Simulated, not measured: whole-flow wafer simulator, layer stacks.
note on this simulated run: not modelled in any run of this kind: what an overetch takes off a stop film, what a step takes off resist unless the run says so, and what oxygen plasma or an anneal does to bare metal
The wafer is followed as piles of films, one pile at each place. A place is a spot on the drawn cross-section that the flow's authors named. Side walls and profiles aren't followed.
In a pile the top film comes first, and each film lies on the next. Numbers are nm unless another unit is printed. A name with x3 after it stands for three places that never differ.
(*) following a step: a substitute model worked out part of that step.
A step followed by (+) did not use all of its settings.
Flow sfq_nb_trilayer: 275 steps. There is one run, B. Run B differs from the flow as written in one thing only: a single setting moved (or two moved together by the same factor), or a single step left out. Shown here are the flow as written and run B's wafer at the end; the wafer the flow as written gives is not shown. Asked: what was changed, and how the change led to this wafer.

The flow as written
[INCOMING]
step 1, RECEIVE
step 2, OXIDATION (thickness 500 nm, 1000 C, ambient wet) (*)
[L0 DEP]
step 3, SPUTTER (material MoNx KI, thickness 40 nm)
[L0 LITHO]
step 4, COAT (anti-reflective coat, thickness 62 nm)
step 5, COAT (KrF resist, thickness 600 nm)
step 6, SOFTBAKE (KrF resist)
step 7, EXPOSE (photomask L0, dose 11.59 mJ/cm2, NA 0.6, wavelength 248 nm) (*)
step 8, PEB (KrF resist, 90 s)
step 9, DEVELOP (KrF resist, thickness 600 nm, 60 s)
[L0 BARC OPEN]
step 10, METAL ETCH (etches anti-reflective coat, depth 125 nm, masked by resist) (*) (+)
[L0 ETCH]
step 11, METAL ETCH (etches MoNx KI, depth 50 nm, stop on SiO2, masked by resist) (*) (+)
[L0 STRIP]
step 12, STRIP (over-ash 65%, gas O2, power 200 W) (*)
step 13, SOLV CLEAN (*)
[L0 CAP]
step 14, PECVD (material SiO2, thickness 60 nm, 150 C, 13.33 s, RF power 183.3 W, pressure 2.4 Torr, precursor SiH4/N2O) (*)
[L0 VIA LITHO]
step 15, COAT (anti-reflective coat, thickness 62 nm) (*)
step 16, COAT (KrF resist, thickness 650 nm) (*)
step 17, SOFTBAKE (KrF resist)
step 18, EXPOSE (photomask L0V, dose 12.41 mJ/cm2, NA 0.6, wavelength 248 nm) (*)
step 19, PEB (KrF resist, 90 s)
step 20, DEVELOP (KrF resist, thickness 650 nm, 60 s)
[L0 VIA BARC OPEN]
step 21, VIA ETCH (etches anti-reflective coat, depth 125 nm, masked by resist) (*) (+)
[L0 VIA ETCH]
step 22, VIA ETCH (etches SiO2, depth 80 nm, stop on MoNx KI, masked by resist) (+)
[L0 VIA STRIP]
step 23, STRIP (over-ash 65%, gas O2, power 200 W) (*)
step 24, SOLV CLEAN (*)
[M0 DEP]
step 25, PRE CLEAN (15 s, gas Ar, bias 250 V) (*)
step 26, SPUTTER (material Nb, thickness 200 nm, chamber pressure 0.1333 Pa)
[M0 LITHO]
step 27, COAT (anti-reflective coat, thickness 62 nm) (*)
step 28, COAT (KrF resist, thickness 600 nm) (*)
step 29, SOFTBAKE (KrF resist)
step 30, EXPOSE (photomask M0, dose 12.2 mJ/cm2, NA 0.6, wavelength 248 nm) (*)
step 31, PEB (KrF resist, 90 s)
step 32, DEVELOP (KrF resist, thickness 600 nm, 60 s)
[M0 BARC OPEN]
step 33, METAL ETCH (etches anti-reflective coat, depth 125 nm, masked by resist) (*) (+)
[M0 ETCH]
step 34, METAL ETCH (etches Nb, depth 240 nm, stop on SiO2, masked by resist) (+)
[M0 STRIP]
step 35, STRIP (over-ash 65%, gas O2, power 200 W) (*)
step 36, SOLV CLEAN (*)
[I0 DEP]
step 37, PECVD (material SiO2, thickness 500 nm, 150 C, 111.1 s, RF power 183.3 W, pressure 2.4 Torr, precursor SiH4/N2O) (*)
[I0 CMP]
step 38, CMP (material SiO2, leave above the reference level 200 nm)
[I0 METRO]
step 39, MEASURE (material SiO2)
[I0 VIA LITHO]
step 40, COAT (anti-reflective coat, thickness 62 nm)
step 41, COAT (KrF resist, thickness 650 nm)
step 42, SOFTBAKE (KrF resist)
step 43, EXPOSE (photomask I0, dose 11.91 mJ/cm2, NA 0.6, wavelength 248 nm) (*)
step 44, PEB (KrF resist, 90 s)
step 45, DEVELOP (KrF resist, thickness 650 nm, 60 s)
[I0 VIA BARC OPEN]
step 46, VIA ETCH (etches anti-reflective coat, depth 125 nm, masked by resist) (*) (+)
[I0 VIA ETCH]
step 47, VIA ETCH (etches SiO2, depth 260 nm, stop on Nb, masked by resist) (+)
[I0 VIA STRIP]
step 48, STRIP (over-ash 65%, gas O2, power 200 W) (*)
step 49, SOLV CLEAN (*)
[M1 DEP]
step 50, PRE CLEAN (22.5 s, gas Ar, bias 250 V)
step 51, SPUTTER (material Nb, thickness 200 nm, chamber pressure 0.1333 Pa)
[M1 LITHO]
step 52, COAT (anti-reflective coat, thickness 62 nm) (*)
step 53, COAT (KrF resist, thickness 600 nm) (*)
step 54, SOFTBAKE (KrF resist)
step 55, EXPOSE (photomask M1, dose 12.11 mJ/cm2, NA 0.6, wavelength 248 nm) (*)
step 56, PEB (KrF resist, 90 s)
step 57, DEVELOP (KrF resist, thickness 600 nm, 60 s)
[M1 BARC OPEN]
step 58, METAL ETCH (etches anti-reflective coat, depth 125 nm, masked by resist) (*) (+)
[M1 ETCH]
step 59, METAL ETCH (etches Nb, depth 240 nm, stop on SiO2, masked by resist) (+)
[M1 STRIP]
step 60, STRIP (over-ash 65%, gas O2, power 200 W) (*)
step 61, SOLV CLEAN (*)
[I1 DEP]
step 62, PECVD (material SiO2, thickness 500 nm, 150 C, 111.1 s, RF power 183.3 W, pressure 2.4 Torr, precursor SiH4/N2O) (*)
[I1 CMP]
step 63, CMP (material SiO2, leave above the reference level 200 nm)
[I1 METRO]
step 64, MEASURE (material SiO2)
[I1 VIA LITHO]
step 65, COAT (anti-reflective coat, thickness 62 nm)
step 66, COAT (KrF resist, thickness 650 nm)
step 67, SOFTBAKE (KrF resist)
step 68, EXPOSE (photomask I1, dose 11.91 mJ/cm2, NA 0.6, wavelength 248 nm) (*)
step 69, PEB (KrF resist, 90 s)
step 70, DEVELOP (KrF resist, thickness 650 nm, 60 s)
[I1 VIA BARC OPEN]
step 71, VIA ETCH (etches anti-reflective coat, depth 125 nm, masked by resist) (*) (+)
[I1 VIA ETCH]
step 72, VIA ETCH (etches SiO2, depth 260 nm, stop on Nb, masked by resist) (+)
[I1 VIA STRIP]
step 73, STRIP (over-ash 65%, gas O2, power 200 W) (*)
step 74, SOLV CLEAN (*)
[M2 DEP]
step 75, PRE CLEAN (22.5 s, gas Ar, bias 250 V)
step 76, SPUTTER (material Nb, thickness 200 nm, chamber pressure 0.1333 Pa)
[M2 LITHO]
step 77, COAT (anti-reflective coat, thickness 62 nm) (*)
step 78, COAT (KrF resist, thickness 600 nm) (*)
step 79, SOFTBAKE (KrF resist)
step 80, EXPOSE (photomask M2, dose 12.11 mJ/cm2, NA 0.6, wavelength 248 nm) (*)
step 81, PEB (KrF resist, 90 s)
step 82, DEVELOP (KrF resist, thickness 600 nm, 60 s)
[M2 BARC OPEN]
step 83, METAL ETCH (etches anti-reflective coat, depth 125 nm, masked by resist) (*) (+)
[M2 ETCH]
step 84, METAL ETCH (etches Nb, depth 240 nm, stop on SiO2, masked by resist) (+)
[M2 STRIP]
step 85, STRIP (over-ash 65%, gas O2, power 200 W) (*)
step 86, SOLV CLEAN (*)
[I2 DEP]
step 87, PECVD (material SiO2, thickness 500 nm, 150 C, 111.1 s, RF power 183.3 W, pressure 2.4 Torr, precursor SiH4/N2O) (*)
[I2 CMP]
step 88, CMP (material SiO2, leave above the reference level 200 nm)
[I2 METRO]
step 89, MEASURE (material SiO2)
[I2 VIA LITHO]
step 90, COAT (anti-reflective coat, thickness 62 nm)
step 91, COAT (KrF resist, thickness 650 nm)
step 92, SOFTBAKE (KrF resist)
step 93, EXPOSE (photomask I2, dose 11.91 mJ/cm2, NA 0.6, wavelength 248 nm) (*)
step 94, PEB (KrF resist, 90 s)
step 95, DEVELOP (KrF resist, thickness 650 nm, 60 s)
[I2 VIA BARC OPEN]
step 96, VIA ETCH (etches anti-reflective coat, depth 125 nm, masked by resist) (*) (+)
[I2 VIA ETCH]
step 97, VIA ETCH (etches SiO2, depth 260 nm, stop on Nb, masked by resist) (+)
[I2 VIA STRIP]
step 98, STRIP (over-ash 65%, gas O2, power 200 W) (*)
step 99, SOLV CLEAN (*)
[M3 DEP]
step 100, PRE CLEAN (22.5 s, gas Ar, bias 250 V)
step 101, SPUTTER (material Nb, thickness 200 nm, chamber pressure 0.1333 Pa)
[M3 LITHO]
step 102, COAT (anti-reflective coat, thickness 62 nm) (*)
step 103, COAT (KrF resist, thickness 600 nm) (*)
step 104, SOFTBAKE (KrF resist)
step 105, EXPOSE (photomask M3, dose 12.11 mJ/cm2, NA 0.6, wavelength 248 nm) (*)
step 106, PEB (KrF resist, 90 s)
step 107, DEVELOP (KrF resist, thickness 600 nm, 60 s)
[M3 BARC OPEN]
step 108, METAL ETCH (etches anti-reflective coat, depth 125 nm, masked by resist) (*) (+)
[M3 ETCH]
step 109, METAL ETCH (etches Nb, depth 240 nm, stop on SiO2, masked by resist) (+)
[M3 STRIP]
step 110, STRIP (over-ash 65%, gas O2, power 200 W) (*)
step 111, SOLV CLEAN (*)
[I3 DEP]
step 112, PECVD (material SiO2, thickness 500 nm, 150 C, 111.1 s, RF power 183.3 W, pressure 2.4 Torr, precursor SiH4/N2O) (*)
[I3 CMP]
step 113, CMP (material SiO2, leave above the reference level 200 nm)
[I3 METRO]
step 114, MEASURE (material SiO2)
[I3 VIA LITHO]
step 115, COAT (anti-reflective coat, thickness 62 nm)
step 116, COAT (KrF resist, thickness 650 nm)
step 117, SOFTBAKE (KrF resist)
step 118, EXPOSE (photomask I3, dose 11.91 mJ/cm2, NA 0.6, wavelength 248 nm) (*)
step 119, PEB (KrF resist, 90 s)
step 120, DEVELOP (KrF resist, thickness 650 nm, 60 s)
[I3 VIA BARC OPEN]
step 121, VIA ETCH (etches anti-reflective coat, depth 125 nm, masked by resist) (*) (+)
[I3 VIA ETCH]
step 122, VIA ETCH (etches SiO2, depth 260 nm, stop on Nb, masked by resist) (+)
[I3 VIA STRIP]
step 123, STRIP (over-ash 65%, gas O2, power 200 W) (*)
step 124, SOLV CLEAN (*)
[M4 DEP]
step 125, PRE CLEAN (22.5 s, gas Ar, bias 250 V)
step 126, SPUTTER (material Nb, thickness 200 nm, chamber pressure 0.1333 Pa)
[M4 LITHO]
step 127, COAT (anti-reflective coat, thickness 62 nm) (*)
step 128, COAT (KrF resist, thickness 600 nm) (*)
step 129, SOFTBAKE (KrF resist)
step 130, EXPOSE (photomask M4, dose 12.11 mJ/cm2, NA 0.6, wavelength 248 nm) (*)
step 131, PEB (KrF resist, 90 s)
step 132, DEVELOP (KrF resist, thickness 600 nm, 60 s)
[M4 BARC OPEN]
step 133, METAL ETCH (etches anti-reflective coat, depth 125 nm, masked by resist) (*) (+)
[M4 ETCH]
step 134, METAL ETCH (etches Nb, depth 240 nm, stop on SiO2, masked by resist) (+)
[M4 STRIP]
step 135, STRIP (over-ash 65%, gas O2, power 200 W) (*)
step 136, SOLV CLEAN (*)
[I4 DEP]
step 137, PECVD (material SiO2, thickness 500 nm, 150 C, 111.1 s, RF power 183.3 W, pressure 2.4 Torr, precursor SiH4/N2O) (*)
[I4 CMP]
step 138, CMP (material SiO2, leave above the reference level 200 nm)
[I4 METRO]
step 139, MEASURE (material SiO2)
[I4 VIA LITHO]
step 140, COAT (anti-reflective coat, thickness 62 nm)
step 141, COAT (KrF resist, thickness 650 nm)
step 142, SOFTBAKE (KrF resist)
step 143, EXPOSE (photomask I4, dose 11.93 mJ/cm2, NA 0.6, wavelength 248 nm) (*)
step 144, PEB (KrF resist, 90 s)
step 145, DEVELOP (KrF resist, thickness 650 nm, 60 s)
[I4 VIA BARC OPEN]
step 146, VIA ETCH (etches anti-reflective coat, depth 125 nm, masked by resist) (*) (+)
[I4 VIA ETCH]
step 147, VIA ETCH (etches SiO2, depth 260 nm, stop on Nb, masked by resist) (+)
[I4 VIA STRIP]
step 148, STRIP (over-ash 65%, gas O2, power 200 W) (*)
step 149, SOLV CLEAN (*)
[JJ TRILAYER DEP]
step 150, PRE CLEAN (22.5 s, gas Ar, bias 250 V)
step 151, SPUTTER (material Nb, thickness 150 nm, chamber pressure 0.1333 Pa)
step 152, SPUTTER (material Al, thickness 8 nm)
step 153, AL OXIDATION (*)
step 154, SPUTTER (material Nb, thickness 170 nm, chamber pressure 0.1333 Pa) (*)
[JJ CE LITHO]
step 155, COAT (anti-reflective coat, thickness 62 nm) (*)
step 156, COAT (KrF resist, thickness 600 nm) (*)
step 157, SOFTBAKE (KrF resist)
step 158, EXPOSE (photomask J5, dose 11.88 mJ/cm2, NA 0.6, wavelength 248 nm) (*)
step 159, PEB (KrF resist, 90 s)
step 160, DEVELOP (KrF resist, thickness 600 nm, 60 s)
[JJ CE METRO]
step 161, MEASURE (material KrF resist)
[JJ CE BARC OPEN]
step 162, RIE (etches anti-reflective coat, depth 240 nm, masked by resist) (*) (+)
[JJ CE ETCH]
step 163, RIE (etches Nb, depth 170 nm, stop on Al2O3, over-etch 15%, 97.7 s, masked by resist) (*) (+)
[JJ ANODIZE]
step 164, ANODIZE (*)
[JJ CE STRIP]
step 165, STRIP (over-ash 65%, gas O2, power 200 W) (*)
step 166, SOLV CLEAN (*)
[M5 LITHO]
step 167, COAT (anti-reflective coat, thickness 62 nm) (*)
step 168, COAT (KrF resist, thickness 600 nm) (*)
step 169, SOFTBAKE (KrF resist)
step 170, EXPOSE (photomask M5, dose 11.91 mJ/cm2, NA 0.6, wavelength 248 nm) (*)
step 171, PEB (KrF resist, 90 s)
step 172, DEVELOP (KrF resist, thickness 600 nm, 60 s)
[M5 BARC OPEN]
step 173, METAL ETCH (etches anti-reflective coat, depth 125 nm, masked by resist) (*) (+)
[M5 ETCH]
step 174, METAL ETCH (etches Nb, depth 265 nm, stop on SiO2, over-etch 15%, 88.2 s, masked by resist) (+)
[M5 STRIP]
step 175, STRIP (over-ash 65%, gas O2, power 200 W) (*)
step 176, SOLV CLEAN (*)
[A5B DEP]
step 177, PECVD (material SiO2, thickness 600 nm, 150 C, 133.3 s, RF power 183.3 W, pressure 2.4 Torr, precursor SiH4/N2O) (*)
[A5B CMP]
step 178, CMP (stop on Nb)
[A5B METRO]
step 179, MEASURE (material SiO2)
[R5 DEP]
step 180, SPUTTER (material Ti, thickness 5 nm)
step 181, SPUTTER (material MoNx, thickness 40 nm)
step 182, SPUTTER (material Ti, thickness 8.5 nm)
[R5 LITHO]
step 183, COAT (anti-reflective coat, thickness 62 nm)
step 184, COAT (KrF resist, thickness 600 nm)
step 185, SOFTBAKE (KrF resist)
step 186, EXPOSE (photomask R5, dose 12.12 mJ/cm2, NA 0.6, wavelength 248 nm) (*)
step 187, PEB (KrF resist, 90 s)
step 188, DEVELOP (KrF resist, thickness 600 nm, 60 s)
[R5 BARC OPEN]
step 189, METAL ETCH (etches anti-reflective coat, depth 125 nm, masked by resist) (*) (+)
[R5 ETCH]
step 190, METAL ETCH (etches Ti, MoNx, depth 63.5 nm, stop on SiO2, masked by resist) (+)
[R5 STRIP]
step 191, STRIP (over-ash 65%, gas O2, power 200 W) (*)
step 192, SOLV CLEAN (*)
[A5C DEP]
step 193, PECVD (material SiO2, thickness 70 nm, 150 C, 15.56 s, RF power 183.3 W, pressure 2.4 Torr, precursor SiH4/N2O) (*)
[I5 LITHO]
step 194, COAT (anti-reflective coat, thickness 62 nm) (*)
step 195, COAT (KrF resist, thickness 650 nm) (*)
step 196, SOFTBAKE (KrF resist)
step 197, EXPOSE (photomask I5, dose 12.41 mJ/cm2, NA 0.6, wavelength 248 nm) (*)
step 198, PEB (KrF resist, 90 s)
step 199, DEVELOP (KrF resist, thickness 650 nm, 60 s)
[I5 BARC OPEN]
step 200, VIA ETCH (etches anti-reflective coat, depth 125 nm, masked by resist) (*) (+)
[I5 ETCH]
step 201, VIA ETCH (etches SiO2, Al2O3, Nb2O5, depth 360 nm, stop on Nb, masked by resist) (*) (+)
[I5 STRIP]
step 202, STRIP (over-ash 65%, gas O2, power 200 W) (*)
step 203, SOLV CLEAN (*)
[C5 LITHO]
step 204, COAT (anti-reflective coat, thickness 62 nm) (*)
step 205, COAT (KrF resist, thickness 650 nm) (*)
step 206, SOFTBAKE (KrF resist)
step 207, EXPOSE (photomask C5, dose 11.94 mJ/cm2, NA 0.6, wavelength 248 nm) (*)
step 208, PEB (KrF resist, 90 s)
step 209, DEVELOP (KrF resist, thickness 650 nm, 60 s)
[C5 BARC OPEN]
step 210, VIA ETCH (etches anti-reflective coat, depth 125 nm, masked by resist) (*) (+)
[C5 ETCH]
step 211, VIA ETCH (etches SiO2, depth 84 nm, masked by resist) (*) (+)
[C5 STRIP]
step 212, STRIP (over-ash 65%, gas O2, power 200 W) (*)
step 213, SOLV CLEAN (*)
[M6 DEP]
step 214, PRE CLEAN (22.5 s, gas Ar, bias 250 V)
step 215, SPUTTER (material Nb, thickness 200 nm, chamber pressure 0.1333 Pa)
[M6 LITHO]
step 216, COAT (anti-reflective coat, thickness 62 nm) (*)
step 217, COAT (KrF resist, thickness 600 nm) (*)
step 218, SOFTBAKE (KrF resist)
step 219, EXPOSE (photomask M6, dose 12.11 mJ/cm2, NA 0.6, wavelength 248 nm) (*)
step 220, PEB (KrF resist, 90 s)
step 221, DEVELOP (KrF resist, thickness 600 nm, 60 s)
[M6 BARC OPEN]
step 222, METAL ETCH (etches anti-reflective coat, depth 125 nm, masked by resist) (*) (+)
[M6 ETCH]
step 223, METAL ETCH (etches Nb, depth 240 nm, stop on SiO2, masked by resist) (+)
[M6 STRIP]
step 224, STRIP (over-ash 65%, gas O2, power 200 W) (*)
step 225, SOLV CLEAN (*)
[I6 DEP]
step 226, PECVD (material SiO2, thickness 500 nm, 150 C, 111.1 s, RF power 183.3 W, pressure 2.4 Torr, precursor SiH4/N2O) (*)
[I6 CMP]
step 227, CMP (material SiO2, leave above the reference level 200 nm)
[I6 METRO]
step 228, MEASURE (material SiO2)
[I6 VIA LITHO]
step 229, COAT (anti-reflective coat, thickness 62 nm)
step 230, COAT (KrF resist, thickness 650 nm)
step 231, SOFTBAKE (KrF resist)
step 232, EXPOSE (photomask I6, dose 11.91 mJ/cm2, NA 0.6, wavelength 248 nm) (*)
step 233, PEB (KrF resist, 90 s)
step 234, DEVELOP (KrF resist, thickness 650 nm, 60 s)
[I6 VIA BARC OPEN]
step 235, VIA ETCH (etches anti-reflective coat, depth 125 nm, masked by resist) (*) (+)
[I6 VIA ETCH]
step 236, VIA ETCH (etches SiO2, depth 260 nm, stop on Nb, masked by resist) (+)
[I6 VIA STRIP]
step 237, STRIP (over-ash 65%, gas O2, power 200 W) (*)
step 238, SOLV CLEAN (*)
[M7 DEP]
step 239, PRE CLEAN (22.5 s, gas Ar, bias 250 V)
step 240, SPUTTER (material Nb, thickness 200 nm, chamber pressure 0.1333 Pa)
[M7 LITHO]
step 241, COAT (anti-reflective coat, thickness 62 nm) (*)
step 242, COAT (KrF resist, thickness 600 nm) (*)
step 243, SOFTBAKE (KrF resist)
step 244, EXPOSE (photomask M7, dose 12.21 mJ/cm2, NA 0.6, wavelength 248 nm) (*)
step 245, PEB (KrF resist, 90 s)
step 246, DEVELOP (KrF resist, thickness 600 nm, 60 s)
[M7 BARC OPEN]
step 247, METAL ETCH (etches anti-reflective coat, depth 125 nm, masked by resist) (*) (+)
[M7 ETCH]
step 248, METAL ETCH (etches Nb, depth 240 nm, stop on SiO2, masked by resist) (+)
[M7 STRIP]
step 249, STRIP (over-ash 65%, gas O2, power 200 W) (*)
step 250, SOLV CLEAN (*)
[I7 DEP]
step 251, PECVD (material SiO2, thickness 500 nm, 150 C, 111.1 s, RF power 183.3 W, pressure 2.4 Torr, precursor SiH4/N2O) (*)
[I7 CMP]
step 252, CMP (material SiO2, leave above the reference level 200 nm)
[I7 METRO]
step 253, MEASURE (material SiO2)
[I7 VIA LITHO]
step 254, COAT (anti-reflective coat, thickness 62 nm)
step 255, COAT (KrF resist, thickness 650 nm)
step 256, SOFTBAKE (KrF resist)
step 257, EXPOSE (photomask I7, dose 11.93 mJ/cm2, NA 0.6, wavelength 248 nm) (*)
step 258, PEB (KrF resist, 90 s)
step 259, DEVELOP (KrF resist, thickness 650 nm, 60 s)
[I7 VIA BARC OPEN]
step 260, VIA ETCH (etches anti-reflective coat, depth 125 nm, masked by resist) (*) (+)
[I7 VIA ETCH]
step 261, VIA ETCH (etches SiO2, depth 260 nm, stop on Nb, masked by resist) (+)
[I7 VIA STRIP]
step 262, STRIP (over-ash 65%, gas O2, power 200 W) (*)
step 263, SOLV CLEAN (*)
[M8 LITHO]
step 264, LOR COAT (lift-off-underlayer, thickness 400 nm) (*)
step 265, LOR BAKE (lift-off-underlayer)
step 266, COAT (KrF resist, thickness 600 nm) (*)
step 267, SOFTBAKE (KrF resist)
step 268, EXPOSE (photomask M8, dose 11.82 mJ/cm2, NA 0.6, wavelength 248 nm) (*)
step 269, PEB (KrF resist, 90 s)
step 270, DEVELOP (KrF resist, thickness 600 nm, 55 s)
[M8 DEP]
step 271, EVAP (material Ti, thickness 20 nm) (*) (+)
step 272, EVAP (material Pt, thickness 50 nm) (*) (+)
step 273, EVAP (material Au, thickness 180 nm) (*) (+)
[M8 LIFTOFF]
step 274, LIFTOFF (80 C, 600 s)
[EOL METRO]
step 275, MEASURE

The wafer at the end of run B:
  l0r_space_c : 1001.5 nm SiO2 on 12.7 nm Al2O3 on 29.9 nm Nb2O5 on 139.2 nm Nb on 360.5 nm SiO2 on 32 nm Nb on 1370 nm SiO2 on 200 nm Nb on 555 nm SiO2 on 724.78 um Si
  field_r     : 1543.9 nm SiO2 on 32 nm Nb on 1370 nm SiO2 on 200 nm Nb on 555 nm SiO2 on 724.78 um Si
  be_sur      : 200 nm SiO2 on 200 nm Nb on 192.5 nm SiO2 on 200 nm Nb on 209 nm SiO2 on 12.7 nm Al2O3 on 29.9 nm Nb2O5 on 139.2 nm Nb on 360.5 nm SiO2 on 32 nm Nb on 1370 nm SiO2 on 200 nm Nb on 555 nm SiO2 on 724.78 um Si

The reason: step 134, METAL ETCH: depth 168 nm was run, though the flow has depth 240 nm.

Step by step, how the change led to this:
  step 134, METAL ETCH (etches Nb, depth 240 nm, stop on SiO2, masked by resist) (+)
      field_l, be, be_sur and 64 more: Nb loses 168 (as written it would have been: Nb loses 200 (all of it))
      v_sur, via_wl, via_w and 36 more: KrF resist loses 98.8 (as written it would have been: KrF resist loses 141.2)
  step 135, STRIP (over-ash 65%, gas O2, power 200 W) (*)
      p4_fl x3, p4_w1 x9, p4_g1 x2 and 15 more: KrF resist loses 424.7 (all of it), anti-reflective coat loses 62 (all of it) (as written it would have been: KrF resist loses 382.4 (all of it), anti-reflective coat loses 62 (all of it))
      ln_m5, lsp_m, ln_m6: KrF resist loses 424.3 (all of it), anti-reflective coat loses 61.8 (all of it) (as written it would have been: KrF resist loses 381.9 (all of it), anti-reflective coat loses 61.8 (all of it))
      (as well as at 7 more places)
  step 137, PECVD (material SiO2, thickness 500 nm, 150 C, 111.1 s, RF power 183.3 W, pressure 2.4 Torr, precursor SiH4/N2O) (*)
      field_l, be, be_sur and 55 more: SiO2 gains 500 (new film) (as written it would have been: SiO2 gains 500)
      p3_s0 x6: SiO2 gains 525.1 (new film) (as written it would have been: SiO2 gains 557.1)
      (as well as at 3 more places)
  step 138, CMP (material SiO2, leave above the reference level 200 nm)
      field_l, be, be_sur and 55 more: SiO2 loses 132 (as written it would have been: SiO2 loses 100)
      lsp_r, l0_sur, l0v: SiO2 loses 125.2 (as written it would have been: SiO2 loses 91.9)
If metal films that touch count as one body, l0r_space_c has 3 bodies (between them, from the top down: SiO2 360.5; SiO2 1370); the flow as written gives 2 bodies (between them, from the top down: SiO2 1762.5).
If metal films that touch count as one body, field_r has 2 bodies (between them, from the top down: SiO2 1370); the flow as written gives 1 body.
If metal films that touch count as one body, be_sur has 5 bodies (between them, from the top down: SiO2 192.5; SiO2 209 / Al2O3 12.7 / Nb2O5 29.9; SiO2 360.5; SiO2 1370); the flow as written gives 4 bodies (between them, from the top down: SiO2 192.5; SiO2 209 / Al2O3 12.7 / Nb2O5 29.9; SiO2 1762.5).
